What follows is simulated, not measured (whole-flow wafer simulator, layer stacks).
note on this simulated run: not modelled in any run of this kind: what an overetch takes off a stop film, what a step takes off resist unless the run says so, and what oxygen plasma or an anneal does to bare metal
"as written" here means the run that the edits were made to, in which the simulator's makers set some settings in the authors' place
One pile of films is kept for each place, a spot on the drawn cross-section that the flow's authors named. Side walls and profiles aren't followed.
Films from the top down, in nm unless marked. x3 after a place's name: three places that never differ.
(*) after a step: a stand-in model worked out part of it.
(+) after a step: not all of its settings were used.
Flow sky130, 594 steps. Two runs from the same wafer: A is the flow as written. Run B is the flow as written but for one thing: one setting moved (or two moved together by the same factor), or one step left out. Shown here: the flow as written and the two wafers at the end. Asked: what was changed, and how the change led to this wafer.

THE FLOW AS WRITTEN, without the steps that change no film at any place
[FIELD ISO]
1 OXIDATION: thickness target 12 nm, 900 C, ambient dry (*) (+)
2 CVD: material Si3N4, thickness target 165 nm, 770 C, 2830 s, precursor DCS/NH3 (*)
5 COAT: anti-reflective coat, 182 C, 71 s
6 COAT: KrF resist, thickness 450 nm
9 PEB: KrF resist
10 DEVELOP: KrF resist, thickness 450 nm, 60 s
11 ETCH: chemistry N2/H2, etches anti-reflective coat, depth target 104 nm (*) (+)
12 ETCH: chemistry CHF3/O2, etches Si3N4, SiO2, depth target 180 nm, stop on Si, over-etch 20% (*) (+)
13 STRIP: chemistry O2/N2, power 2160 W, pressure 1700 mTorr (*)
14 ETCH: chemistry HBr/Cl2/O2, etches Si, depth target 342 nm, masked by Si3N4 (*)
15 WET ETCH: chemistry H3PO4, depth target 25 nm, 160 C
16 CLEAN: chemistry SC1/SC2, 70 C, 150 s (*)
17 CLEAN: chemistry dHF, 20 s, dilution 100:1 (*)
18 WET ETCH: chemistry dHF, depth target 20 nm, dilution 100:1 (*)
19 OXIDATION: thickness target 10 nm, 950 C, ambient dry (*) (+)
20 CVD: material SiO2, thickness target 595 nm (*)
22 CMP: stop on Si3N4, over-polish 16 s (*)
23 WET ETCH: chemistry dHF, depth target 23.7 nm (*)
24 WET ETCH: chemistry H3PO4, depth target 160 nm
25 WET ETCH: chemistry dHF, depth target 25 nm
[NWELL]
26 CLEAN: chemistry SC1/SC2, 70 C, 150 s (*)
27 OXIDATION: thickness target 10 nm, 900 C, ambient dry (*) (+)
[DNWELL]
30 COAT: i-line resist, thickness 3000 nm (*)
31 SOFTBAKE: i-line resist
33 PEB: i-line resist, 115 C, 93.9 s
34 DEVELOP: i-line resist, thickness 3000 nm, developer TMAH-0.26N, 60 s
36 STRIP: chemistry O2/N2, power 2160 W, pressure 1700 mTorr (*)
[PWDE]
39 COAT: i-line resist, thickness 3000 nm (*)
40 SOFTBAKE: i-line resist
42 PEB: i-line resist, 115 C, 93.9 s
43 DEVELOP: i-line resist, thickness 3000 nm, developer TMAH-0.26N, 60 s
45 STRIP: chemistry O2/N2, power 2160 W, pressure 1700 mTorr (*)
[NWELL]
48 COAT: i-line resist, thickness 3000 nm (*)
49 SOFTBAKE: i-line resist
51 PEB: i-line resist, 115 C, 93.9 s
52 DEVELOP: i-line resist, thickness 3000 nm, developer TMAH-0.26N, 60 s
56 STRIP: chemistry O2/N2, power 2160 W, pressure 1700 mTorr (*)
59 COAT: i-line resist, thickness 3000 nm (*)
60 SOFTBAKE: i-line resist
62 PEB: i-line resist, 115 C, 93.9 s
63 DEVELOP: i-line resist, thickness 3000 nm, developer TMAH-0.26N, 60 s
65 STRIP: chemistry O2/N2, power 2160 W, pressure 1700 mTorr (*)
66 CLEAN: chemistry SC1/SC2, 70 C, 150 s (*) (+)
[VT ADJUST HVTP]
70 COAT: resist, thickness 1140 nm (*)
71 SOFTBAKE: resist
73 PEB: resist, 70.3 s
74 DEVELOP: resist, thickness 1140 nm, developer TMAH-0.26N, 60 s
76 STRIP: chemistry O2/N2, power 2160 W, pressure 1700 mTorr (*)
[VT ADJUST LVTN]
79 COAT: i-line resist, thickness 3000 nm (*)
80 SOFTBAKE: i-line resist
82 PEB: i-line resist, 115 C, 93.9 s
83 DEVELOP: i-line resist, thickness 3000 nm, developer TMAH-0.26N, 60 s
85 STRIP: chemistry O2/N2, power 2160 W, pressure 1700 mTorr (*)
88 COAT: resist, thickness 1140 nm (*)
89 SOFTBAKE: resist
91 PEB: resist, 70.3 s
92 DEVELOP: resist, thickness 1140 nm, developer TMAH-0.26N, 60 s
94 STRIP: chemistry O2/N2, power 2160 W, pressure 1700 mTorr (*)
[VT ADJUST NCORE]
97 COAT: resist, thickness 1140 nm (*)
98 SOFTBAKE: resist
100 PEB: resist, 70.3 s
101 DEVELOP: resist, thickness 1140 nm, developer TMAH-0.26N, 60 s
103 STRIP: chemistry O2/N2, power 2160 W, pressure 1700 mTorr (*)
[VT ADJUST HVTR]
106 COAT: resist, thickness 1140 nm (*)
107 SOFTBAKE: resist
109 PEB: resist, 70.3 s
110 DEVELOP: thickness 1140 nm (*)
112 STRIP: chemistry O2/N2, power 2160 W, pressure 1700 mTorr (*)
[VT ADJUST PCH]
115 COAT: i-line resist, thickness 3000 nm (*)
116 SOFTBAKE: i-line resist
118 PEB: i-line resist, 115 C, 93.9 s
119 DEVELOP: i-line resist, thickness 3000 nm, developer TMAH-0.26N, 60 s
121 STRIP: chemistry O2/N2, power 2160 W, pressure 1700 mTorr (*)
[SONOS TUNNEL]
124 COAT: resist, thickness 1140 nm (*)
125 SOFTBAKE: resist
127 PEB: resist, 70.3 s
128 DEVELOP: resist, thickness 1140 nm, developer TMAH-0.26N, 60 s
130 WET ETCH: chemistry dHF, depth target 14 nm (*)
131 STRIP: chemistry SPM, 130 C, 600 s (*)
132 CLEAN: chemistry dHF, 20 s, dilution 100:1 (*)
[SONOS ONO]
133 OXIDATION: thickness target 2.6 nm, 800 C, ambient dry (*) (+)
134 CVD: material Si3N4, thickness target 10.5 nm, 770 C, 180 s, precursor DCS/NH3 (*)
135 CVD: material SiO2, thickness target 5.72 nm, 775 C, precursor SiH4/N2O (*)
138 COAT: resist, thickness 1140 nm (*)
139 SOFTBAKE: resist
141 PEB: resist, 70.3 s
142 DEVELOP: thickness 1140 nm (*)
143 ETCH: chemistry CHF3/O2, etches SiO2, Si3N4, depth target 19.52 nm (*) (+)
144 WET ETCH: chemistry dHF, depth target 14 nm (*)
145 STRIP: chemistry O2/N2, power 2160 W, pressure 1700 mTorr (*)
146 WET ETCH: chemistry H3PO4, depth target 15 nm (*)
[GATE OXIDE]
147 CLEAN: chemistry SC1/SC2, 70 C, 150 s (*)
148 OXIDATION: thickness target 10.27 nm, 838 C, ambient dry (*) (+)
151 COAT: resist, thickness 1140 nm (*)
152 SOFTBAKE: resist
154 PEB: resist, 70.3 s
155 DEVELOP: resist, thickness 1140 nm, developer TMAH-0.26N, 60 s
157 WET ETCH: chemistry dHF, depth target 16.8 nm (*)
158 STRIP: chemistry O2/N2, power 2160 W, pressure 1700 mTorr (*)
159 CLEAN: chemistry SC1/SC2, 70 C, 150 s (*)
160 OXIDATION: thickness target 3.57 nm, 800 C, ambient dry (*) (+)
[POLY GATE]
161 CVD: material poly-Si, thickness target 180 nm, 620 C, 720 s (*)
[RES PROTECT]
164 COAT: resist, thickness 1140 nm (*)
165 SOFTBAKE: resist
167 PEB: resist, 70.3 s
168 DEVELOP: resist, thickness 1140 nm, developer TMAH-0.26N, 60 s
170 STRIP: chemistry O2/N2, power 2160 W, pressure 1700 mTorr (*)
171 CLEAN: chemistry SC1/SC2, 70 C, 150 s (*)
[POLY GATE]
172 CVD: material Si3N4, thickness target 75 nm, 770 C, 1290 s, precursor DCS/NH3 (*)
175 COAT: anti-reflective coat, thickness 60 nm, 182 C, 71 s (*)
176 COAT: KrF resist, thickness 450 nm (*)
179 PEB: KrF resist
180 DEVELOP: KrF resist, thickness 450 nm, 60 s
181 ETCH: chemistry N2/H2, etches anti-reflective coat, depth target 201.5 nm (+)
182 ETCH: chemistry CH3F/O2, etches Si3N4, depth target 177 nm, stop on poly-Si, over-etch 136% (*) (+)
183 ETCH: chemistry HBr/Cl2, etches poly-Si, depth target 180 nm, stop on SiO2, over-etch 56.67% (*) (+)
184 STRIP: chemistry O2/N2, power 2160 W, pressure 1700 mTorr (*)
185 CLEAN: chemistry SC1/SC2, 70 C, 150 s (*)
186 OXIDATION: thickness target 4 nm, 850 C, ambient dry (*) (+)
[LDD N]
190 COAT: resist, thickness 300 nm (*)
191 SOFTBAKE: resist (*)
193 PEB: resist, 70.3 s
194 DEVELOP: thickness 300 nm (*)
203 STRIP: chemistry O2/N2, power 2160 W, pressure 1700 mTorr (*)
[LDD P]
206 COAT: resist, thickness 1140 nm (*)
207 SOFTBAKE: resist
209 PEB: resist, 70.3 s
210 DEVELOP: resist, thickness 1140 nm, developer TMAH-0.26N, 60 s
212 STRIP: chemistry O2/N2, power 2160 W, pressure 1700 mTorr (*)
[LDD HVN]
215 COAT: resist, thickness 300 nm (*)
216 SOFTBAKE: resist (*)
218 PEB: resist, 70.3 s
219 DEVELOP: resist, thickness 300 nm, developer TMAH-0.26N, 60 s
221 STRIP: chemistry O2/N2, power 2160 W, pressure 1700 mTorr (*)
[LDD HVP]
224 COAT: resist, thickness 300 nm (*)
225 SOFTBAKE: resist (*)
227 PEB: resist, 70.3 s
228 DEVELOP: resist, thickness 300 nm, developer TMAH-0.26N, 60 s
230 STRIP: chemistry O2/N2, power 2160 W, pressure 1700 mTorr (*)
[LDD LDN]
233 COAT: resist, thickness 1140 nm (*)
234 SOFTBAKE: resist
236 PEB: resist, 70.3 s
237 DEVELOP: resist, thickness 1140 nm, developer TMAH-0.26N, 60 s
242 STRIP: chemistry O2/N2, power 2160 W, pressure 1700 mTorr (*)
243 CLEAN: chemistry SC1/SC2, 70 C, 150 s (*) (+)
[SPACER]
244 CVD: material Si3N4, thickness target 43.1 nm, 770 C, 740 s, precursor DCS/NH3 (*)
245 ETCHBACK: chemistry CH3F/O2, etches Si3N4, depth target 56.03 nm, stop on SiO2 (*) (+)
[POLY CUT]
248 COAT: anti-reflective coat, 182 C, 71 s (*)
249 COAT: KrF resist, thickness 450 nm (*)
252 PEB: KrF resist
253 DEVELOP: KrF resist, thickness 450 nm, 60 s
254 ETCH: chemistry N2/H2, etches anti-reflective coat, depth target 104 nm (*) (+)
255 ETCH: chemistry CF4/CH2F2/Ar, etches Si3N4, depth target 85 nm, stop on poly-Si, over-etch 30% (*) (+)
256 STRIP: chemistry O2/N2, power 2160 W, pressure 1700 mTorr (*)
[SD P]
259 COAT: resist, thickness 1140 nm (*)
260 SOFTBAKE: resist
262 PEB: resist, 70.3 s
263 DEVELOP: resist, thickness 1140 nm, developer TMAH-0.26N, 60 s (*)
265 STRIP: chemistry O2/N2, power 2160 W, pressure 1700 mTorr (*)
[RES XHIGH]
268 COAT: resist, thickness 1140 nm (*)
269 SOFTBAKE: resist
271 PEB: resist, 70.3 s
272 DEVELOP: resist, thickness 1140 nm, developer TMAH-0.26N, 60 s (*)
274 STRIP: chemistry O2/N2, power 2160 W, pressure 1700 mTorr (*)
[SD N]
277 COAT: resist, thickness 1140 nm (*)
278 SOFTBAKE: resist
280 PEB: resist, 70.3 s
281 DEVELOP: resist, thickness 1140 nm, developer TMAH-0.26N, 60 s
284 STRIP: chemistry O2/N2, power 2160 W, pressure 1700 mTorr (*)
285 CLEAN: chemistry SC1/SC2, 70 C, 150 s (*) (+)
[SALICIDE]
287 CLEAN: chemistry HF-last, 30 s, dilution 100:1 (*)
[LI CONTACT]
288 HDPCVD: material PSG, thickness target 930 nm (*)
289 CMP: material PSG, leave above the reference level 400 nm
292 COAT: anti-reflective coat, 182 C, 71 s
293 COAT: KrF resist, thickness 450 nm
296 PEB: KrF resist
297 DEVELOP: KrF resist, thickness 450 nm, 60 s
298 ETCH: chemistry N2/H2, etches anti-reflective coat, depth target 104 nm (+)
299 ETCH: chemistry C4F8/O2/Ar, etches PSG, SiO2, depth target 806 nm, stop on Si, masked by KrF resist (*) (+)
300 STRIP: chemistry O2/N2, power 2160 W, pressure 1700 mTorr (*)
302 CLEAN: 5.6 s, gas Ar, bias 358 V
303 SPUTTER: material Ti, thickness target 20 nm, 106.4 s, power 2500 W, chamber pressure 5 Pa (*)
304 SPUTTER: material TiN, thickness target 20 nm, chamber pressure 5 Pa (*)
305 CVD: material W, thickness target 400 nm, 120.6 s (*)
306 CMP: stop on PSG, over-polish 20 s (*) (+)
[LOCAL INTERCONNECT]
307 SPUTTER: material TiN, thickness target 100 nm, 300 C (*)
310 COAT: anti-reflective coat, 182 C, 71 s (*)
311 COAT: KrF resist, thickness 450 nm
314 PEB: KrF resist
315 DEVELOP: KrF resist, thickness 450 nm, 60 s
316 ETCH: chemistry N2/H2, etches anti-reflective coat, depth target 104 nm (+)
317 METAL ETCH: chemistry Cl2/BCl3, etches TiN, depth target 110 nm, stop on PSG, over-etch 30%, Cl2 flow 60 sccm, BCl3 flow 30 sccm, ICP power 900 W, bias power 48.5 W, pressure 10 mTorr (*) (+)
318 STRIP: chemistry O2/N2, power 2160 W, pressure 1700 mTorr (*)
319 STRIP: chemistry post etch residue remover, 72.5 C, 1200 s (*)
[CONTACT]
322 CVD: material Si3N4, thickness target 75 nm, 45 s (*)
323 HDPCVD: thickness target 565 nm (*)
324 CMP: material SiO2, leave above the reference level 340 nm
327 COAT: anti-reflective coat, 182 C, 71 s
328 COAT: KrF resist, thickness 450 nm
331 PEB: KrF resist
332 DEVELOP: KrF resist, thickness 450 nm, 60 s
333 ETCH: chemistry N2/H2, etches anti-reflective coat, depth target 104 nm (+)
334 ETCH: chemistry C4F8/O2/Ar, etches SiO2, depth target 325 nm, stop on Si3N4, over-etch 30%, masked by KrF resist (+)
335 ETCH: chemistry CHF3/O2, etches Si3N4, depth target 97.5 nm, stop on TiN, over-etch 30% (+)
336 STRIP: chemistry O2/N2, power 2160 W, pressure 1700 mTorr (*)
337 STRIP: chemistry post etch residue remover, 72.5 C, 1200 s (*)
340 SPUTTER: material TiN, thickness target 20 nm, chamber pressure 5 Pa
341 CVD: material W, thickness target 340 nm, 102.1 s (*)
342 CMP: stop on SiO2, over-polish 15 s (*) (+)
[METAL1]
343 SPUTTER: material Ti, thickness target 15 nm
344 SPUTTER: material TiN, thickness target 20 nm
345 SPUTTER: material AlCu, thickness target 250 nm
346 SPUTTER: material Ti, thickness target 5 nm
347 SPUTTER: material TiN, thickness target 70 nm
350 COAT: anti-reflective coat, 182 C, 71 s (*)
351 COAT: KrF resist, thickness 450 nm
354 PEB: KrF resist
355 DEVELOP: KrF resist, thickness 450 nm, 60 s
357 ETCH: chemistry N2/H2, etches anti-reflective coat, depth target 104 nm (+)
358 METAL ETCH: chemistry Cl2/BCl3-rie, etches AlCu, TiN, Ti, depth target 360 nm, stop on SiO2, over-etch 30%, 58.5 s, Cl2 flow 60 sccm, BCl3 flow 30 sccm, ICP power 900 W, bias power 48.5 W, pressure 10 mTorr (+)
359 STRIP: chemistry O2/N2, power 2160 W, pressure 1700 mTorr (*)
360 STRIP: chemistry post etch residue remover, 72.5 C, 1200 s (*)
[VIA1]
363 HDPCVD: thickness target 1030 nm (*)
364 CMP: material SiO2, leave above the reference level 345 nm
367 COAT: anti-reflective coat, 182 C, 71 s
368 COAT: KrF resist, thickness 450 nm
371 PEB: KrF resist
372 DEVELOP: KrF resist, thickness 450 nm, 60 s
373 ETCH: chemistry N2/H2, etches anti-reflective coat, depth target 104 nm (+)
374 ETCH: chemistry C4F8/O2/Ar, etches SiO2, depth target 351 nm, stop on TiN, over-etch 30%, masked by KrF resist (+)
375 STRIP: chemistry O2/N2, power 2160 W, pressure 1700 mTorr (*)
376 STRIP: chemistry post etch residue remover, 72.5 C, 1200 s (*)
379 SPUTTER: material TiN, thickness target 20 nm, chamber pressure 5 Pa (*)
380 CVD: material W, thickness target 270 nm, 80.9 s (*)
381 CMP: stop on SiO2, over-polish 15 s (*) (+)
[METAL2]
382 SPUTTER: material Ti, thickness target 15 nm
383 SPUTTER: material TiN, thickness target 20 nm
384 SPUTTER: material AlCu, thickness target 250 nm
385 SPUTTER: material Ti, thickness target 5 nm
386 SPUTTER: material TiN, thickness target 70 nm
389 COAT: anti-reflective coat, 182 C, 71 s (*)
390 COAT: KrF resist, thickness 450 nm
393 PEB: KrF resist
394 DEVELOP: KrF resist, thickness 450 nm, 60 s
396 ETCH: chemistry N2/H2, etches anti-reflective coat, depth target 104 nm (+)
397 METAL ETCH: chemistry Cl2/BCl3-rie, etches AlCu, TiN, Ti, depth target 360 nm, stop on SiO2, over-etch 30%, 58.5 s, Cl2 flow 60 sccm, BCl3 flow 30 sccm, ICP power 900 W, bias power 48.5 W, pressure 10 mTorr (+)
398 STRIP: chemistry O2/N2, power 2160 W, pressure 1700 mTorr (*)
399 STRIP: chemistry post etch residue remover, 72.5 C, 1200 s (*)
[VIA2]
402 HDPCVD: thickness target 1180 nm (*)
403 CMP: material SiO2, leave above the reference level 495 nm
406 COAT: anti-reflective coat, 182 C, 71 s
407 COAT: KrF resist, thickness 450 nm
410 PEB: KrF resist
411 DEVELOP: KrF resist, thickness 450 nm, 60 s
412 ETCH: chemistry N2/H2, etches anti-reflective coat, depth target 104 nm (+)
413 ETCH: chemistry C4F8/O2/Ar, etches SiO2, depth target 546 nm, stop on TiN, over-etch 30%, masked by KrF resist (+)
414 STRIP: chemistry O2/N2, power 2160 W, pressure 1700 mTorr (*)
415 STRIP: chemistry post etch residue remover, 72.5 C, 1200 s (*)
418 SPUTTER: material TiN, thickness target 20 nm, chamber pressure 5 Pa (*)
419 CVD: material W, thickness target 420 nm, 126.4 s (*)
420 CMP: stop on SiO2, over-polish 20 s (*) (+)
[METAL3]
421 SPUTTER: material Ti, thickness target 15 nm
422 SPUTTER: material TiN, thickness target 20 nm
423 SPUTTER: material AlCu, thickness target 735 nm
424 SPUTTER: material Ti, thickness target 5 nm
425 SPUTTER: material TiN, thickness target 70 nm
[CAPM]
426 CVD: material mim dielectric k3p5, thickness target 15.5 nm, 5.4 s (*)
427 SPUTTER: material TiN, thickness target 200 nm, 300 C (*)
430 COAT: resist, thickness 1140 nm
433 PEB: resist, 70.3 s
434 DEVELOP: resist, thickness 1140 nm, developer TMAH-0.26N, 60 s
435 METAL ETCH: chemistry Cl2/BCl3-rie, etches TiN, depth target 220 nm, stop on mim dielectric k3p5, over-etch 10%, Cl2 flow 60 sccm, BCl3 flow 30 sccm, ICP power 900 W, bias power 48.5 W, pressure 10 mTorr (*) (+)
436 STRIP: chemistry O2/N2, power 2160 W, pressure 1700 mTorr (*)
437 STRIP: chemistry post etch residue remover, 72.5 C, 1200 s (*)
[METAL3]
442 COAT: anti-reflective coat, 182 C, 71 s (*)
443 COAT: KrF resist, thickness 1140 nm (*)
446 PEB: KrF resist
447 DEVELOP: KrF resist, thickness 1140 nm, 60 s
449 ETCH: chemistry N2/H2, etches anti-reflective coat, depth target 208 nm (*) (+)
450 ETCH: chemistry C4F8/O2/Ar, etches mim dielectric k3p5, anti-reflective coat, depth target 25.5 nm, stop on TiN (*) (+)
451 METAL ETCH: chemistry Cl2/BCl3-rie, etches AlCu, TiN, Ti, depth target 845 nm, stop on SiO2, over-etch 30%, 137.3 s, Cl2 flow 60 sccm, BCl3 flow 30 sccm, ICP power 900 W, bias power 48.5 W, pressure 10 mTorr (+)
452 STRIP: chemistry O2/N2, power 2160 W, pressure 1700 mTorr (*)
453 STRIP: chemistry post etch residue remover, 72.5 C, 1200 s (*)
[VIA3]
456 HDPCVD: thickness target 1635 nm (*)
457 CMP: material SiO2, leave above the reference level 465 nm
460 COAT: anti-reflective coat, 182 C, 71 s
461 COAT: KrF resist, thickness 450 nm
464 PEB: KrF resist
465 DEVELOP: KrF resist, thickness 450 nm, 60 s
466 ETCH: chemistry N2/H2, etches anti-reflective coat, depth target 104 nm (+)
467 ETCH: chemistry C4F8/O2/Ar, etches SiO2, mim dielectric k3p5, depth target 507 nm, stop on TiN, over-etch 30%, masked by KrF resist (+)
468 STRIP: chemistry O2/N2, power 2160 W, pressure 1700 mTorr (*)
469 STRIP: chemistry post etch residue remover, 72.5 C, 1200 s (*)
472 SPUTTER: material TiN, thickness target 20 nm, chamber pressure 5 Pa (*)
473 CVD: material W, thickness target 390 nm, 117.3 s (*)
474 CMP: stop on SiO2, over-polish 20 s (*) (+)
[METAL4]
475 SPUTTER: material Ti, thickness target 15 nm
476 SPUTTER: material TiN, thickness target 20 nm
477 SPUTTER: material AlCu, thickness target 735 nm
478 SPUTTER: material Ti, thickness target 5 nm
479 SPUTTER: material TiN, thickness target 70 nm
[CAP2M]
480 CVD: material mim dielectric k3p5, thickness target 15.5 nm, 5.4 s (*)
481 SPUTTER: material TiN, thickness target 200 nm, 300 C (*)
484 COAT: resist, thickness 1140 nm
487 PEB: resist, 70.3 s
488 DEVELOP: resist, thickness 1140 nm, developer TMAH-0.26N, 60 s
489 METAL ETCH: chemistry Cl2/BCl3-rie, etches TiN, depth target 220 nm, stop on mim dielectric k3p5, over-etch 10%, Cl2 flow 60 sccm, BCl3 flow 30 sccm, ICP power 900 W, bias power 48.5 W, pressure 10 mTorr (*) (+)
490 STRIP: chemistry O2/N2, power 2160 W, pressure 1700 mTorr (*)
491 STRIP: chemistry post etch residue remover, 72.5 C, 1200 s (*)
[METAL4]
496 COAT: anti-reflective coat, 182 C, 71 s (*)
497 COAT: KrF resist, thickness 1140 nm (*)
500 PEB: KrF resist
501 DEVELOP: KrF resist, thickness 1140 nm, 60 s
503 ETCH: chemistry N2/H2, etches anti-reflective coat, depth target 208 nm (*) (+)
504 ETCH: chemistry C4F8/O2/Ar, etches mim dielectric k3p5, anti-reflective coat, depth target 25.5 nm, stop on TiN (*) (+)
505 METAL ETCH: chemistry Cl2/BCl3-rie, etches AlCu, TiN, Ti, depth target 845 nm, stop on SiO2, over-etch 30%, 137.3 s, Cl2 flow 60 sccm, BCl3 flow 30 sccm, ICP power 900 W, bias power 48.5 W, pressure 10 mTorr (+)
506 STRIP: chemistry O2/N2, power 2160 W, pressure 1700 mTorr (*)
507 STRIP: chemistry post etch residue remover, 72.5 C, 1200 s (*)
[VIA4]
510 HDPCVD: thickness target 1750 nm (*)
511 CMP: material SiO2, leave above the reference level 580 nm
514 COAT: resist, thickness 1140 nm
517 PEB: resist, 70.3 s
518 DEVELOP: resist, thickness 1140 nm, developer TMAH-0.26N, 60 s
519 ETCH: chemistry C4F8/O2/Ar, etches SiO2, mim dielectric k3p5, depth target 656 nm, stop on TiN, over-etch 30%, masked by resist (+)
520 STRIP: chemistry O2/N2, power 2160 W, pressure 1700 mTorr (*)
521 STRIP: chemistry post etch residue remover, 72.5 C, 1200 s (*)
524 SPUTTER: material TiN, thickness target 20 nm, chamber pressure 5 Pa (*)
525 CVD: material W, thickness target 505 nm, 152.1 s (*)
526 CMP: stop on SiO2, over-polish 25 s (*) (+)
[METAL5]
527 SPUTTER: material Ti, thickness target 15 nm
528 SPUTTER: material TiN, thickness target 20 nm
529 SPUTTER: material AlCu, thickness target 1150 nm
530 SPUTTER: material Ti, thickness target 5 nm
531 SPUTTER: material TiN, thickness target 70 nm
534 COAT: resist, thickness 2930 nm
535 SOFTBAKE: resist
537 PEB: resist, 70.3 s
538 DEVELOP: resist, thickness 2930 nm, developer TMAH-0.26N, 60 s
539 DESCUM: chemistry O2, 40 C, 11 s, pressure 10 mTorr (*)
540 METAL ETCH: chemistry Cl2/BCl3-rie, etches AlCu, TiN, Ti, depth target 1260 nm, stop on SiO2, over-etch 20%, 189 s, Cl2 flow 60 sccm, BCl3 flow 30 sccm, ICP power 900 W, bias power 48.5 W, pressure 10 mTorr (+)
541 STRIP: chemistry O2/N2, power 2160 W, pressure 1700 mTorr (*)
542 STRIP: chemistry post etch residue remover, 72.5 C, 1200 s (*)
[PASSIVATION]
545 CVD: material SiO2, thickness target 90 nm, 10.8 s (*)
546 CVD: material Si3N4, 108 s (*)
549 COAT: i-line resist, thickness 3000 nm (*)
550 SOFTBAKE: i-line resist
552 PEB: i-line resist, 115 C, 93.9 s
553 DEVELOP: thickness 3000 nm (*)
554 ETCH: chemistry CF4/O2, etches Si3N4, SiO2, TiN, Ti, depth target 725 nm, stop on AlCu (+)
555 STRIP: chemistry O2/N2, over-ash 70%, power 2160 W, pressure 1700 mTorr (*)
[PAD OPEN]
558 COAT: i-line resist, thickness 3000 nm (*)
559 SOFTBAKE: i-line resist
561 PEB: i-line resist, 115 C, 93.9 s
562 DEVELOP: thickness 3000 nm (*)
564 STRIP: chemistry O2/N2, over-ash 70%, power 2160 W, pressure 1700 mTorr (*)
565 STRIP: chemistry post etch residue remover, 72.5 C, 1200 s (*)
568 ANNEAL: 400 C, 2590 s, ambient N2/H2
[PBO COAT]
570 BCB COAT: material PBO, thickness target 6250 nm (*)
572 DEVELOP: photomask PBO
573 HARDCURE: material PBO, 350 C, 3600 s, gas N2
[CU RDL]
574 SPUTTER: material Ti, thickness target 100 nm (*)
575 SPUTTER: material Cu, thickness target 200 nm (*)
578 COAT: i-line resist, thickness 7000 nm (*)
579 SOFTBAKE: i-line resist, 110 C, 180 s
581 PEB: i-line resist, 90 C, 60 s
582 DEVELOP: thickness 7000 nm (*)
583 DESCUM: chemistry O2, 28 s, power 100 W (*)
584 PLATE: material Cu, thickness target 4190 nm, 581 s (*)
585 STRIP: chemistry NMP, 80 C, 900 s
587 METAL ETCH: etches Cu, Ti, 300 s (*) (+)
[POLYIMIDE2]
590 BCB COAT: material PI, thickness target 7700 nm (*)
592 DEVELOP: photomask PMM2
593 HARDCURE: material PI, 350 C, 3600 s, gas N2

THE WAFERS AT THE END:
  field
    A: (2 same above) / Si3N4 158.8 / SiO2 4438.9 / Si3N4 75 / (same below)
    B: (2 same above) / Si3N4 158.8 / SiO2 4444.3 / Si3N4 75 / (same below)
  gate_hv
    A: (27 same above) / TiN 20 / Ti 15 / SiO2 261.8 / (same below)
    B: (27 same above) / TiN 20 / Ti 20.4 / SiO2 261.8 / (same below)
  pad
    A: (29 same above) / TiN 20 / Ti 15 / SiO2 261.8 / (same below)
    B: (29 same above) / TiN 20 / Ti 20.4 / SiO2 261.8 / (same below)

The cause: step 343, SPUTTER: thickness target 20.4 nm was run, where the flow has thickness target 15 nm.
It can be read off the wafer: gate_hv has Ti 20.4, and step 343 as written asks for 15 nm.

How the change led to this, step by step:
  343 SPUTTER: material Ti, thickness target 15 nm
      field, active, n_well and 188 more: A Ti +15 (new film) | B Ti +20.4 (new film)
  358 METAL ETCH: chemistry Cl2/BCl3-rie, etches AlCu, TiN, Ti, depth target 360 nm, stop on SiO2, over-etch 30%, 58.5 s, Cl2 flow 60 sccm, BCl3 flow 30 sccm, ICP power 900 W, bias power 48.5 W, pressure 10 mTorr (+)
      field, active, gate and 81 more: A TiN -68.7 (all of it), Ti -5 (all of it), AlCu -250 (all of it), TiN -20 (all of it), Ti -15 (all of it), SiO2 -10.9 | B TiN -68.7 (all of it), Ti -5 (all of it), AlCu -250 (all of it), TiN -20 (all of it), Ti -20.4 (all of it), SiO2 -10.4
